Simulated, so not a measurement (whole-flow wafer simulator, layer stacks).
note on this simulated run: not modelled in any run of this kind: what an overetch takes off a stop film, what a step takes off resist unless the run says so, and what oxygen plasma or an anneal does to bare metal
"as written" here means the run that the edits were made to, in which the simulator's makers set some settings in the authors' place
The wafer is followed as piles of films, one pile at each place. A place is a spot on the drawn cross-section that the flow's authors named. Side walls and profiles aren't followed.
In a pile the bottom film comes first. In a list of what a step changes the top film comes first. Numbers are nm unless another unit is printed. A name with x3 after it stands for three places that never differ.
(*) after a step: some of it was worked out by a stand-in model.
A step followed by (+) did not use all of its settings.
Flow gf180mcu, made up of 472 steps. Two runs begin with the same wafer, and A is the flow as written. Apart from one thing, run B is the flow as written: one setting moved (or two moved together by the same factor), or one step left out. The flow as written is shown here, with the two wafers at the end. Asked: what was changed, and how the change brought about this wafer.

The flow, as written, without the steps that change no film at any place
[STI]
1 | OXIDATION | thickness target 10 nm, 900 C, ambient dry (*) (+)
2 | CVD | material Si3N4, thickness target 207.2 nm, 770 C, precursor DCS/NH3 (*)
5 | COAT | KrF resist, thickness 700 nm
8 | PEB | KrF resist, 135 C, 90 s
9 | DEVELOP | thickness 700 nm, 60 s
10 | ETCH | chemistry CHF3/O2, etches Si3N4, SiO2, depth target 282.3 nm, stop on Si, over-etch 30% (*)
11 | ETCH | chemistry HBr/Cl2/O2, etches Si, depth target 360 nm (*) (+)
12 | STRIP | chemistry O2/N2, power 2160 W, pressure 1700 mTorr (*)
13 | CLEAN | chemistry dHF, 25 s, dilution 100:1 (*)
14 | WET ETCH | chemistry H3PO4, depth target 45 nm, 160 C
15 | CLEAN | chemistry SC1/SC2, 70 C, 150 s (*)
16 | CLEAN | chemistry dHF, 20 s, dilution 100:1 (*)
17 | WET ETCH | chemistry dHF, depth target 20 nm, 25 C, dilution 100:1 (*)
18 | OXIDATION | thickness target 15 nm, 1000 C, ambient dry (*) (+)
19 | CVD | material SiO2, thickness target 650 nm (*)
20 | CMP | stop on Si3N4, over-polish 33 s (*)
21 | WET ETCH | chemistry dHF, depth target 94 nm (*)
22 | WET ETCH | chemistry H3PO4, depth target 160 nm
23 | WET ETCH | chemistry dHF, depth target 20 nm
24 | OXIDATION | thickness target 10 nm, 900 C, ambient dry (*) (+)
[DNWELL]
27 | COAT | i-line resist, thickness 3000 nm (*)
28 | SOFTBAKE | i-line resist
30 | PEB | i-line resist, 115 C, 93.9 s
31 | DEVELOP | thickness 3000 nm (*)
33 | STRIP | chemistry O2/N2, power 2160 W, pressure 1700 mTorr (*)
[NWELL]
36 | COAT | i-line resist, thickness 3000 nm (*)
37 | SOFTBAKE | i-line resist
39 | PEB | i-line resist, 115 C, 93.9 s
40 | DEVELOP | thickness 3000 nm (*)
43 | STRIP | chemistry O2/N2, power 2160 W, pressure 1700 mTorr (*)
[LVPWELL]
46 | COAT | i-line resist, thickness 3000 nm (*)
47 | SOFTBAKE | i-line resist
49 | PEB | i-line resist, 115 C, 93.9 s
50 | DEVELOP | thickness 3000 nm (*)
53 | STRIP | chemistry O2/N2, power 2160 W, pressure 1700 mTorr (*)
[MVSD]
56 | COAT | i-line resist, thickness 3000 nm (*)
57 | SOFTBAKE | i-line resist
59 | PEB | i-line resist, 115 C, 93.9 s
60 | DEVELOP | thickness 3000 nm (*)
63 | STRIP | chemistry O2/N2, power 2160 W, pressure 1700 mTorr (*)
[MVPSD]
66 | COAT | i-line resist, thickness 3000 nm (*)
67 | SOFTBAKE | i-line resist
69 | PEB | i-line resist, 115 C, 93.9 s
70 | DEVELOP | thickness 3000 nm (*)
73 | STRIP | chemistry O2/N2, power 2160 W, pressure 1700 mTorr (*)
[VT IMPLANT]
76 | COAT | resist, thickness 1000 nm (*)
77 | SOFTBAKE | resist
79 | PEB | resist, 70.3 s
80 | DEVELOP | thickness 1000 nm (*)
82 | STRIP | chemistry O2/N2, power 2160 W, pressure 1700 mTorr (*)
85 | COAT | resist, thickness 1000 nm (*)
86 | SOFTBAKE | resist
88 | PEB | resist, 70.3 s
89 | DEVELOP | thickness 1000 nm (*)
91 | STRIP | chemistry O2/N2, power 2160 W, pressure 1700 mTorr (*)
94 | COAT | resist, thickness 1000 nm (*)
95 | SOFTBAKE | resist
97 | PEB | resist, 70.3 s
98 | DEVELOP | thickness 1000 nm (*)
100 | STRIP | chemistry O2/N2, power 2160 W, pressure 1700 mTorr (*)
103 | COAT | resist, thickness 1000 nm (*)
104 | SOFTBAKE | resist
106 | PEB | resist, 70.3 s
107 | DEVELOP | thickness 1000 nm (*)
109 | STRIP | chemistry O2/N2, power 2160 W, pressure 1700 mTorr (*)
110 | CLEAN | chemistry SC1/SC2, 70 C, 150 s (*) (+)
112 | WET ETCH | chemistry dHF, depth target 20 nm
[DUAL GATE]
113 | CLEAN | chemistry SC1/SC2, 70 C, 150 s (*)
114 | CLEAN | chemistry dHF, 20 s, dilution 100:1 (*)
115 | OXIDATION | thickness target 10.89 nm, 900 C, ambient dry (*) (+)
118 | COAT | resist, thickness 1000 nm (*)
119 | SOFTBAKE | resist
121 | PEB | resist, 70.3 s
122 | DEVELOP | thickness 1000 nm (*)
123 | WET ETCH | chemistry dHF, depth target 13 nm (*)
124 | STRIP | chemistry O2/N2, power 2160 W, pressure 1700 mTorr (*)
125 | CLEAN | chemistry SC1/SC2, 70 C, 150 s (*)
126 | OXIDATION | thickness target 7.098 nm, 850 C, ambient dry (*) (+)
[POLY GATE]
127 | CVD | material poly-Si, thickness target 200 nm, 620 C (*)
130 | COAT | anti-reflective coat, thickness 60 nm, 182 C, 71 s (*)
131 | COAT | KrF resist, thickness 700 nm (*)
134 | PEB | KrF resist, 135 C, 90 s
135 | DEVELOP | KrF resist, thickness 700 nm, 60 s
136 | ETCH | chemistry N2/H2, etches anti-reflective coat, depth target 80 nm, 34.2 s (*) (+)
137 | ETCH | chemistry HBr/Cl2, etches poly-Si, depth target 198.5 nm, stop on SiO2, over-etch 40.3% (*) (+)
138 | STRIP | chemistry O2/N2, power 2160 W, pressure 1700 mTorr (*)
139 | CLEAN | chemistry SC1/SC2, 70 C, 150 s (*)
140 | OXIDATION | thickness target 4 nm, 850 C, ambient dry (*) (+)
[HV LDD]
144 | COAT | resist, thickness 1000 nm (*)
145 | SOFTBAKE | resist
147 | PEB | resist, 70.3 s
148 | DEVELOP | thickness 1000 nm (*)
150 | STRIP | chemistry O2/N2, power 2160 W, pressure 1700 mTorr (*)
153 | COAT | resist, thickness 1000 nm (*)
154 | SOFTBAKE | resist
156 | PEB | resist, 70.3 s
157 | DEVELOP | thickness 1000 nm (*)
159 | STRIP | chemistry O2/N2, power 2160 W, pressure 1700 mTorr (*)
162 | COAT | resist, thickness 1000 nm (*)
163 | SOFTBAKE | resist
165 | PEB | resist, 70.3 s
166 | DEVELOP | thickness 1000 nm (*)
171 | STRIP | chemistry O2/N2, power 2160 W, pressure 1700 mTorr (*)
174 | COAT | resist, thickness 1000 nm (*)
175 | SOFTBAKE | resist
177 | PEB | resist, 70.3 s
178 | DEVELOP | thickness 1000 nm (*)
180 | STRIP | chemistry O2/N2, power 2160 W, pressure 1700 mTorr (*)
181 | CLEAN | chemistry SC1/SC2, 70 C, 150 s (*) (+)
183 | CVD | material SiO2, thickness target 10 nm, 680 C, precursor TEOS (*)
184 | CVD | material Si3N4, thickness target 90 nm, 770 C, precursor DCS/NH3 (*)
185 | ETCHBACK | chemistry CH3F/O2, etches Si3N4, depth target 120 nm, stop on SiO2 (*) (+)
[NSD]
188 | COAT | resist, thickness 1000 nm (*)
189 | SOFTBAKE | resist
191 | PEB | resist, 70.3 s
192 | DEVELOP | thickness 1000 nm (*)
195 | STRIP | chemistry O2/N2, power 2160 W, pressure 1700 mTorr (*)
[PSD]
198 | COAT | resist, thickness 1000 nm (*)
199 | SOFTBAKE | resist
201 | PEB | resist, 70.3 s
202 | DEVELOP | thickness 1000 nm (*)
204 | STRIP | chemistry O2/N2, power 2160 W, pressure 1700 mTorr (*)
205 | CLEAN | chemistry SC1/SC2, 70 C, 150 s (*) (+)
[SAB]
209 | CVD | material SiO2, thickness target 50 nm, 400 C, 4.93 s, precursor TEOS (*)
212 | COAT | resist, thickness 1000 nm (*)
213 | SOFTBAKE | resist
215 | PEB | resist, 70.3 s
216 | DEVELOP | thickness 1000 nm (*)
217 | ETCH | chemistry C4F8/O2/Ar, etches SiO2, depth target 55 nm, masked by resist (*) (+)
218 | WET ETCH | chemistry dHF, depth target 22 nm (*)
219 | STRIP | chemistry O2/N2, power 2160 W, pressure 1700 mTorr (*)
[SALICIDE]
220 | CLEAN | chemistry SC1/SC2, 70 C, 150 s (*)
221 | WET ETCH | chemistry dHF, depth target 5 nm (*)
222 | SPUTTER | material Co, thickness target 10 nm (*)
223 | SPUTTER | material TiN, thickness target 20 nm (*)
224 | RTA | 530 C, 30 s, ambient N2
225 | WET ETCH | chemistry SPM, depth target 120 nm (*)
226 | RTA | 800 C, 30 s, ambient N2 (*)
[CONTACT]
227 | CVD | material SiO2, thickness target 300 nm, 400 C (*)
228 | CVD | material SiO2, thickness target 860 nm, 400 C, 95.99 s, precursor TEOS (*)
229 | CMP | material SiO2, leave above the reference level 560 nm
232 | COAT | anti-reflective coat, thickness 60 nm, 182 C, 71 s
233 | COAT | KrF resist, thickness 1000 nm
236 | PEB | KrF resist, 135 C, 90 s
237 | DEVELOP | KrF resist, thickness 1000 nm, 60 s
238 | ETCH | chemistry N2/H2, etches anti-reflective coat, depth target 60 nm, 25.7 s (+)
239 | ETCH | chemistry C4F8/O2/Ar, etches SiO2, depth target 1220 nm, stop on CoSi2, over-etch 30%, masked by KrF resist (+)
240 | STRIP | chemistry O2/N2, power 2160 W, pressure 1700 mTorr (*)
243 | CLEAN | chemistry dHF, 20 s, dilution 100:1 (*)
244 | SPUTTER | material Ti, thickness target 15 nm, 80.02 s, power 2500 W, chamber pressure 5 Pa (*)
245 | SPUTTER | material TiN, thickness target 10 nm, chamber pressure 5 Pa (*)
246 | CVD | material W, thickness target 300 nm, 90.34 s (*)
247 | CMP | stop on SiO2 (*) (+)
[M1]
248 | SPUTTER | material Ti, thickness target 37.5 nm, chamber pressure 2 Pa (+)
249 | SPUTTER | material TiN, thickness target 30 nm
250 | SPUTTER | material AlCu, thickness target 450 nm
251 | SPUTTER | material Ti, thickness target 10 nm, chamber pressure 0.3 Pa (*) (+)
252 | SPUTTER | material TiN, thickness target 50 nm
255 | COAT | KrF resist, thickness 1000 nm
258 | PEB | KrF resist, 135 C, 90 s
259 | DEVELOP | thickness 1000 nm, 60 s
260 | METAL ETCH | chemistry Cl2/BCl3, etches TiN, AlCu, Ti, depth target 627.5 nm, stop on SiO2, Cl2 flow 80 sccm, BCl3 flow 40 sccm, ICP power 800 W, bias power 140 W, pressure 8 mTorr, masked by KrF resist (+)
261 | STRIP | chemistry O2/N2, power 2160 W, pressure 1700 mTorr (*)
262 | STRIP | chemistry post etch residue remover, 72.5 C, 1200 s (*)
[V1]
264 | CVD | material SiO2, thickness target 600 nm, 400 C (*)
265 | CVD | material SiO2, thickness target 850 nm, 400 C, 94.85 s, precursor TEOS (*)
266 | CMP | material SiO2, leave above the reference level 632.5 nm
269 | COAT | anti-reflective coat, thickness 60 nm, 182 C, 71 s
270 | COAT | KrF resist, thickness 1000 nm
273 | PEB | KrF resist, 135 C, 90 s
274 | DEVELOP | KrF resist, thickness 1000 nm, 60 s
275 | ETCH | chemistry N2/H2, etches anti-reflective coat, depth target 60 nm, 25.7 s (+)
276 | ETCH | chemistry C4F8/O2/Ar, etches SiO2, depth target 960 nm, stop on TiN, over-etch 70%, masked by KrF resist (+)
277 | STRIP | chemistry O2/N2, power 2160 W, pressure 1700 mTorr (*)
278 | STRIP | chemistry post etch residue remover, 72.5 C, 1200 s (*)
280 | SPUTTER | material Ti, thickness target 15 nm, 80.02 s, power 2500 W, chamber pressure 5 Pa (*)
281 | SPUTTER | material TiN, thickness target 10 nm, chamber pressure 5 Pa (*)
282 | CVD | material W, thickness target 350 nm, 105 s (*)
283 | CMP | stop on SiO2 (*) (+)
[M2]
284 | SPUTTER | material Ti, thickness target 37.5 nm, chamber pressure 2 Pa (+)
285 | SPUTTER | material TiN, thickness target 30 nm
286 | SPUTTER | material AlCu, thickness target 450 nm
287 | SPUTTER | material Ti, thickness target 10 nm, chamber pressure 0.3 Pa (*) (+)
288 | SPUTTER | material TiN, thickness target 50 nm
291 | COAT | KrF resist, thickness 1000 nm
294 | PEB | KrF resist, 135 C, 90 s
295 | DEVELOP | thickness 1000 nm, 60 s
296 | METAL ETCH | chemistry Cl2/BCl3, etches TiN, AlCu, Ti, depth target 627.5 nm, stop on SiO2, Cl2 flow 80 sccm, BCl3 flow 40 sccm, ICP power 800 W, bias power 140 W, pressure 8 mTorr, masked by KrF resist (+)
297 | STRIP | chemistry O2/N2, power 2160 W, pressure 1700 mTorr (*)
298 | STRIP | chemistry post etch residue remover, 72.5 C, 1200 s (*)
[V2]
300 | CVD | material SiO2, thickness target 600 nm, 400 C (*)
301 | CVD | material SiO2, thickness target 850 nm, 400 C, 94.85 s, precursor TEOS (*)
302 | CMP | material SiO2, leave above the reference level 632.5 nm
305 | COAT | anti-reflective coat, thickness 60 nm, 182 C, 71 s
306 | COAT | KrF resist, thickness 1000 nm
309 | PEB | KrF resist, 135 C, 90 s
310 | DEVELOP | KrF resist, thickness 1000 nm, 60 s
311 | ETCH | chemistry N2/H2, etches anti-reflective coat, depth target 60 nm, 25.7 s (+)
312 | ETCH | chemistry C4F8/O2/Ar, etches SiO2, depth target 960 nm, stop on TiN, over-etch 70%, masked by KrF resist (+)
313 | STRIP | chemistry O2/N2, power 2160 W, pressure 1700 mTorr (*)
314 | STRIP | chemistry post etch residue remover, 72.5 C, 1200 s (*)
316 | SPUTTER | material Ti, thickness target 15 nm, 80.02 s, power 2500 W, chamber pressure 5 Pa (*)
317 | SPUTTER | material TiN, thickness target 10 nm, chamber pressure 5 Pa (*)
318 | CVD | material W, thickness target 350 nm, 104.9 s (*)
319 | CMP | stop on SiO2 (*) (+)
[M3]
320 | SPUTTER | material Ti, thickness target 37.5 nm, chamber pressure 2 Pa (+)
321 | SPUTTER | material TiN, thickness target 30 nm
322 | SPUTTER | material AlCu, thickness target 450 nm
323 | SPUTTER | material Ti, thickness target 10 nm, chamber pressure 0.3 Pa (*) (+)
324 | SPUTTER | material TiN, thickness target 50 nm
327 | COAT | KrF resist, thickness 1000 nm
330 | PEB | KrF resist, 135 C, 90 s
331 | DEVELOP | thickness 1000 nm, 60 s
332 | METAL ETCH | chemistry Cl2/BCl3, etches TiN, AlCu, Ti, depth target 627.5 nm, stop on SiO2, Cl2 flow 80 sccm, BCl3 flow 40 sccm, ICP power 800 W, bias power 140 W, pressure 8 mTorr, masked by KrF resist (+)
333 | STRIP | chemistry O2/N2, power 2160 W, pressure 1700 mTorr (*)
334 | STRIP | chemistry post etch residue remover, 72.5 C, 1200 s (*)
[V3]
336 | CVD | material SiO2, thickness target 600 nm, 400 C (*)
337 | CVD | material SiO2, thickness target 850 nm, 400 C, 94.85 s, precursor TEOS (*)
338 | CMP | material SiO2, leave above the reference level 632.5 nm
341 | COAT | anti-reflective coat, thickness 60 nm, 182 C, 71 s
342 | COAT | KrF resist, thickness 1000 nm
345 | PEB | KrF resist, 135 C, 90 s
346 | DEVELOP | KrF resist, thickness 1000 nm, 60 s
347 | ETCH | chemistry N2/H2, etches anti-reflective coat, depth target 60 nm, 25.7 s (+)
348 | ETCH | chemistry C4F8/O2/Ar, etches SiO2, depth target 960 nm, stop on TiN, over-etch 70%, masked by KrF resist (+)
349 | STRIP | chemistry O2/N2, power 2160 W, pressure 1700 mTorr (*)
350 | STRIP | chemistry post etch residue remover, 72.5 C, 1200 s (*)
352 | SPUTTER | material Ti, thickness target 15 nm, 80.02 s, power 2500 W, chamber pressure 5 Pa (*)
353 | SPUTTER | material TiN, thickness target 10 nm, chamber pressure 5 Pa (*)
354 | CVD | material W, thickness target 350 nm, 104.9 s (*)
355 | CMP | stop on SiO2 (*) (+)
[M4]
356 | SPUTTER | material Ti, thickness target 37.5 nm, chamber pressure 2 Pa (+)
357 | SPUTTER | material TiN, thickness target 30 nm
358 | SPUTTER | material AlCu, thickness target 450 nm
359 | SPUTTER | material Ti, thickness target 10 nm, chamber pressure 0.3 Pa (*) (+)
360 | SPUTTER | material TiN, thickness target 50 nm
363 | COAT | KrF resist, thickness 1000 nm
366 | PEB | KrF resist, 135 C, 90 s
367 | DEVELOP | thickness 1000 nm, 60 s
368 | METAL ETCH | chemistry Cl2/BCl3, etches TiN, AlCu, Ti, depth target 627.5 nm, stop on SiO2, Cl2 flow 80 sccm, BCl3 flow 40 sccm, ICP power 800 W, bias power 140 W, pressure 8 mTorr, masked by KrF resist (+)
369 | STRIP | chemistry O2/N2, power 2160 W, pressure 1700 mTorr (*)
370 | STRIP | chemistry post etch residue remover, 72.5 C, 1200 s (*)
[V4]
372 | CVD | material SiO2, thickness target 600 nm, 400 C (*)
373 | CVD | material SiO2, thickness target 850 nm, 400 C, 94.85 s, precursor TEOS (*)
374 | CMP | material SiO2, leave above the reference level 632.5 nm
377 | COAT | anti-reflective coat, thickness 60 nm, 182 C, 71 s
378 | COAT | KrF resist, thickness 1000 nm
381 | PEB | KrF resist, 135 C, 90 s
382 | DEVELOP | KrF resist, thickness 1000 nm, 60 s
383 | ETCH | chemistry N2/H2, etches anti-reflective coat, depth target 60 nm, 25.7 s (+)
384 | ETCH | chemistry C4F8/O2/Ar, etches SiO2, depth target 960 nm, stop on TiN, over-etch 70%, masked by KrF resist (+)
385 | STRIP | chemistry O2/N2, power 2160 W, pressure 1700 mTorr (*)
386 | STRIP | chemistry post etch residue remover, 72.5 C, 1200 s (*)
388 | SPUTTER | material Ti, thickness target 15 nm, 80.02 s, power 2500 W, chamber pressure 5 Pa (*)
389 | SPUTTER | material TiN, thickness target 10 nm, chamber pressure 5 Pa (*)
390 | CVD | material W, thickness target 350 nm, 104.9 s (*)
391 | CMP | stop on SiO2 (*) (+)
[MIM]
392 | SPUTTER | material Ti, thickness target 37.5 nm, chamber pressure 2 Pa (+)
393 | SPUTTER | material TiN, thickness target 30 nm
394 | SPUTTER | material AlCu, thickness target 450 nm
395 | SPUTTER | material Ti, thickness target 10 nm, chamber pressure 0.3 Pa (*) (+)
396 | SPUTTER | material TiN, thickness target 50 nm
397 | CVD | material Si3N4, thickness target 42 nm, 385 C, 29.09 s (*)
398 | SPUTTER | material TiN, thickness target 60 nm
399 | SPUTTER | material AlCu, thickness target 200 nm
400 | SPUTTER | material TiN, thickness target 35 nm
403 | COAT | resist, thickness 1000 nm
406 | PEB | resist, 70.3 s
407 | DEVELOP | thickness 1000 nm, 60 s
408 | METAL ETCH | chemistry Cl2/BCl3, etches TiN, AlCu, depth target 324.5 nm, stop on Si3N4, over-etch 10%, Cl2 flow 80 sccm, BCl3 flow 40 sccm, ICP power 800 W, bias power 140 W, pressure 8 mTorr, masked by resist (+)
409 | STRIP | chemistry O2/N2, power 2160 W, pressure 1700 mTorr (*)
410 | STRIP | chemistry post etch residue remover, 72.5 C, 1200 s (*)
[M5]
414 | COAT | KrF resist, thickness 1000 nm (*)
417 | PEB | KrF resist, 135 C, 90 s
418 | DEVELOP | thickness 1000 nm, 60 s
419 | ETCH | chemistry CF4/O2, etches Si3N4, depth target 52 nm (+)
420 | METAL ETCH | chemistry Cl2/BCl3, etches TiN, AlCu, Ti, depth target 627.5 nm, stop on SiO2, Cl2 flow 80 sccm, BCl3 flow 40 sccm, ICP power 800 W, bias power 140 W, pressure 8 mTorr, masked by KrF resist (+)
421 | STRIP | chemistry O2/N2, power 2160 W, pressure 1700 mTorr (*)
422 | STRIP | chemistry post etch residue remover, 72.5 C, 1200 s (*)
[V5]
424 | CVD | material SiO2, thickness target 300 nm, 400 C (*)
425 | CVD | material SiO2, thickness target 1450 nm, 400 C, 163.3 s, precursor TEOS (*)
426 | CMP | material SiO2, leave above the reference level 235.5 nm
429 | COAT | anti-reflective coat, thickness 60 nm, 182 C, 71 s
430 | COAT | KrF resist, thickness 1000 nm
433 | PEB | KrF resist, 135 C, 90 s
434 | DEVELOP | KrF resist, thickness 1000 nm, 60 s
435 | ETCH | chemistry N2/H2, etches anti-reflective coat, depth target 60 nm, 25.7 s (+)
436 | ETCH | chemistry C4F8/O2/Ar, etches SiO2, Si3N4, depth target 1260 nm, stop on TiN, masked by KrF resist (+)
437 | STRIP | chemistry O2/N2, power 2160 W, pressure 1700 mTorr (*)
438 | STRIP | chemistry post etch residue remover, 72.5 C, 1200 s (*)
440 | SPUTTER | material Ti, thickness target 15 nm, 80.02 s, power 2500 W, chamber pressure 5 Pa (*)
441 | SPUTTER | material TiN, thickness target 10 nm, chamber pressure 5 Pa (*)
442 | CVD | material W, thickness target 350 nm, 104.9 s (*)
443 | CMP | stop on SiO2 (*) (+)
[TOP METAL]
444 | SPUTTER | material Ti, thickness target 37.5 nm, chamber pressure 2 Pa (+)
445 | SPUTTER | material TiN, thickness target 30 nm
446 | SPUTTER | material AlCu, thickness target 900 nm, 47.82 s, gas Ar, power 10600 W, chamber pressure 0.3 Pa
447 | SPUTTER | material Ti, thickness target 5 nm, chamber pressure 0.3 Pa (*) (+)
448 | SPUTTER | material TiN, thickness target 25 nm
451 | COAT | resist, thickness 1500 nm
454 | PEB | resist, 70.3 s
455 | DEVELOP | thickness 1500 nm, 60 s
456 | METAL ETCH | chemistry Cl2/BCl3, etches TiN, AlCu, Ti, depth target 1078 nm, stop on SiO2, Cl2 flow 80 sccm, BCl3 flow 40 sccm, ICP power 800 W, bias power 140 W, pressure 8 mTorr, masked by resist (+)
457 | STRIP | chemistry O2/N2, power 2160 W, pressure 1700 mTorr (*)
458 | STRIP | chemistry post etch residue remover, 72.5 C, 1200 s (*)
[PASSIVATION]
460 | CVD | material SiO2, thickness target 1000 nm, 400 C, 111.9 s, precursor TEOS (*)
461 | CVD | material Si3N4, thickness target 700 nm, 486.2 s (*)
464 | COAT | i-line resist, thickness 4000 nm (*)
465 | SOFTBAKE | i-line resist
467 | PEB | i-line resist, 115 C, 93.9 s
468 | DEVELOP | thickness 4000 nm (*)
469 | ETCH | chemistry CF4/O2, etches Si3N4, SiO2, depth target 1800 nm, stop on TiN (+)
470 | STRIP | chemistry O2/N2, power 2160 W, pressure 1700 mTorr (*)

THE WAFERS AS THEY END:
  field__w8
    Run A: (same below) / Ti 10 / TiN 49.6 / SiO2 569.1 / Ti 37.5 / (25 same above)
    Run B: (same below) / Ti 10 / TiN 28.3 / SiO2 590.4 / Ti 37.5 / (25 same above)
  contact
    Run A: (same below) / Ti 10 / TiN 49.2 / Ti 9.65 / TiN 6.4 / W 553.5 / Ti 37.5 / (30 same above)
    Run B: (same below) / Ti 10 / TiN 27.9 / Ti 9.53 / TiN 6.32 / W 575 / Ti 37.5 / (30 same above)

The reason: step 288, SPUTTER: thickness target 28.7 nm was run, whereas the flow has thickness target 50 nm.

The path from the change to this, step by step:
  288 | SPUTTER | material TiN, thickness target 50 nm
      field, field__w1, field__w2 and 108 more: A TiN gains 50 (new film) | B TiN gains 28.7 (new film)
  296 | METAL ETCH | chemistry Cl2/BCl3, etches TiN, AlCu, Ti, depth target 627.5 nm, stop on SiO2, Cl2 flow 80 sccm, BCl3 flow 40 sccm, ICP power 800 W, bias power 140 W, pressure 8 mTorr, masked by KrF resist (+)
      field, field__w1, field__w2 and 103 more: A TiN loses 50 (all of it), Ti loses 10 (all of it), AlCu loses 450 (all of it), TiN loses 30 (all of it), Ti loses 37.5 (all of it) | B TiN loses 28.7 (all of it), Ti loses 10 (all of it), AlCu loses 450 (all of it), TiN loses 30 (all of it), Ti loses 37.5 (all of it)
  302 | CMP | material SiO2, leave above the reference level 632.5 nm
      field__w8, contact, m1, m1__w1, m1_nw: A SiO2 loses 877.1 | B SiO2 loses 855.8
  312 | ETCH | chemistry C4F8/O2/Ar, etches SiO2, depth target 960 nm, stop on TiN, over-etch 70%, masked by KrF resist (+)
      contact: A SiO2 loses 572.5 (all of it) | B SiO2 loses 593.8 (all of it)
  318 | CVD | material W, thickness target 350 nm, 104.9 s (*)
      contact: A W gains 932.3 (new film) | B W gains 953.8 (new film)
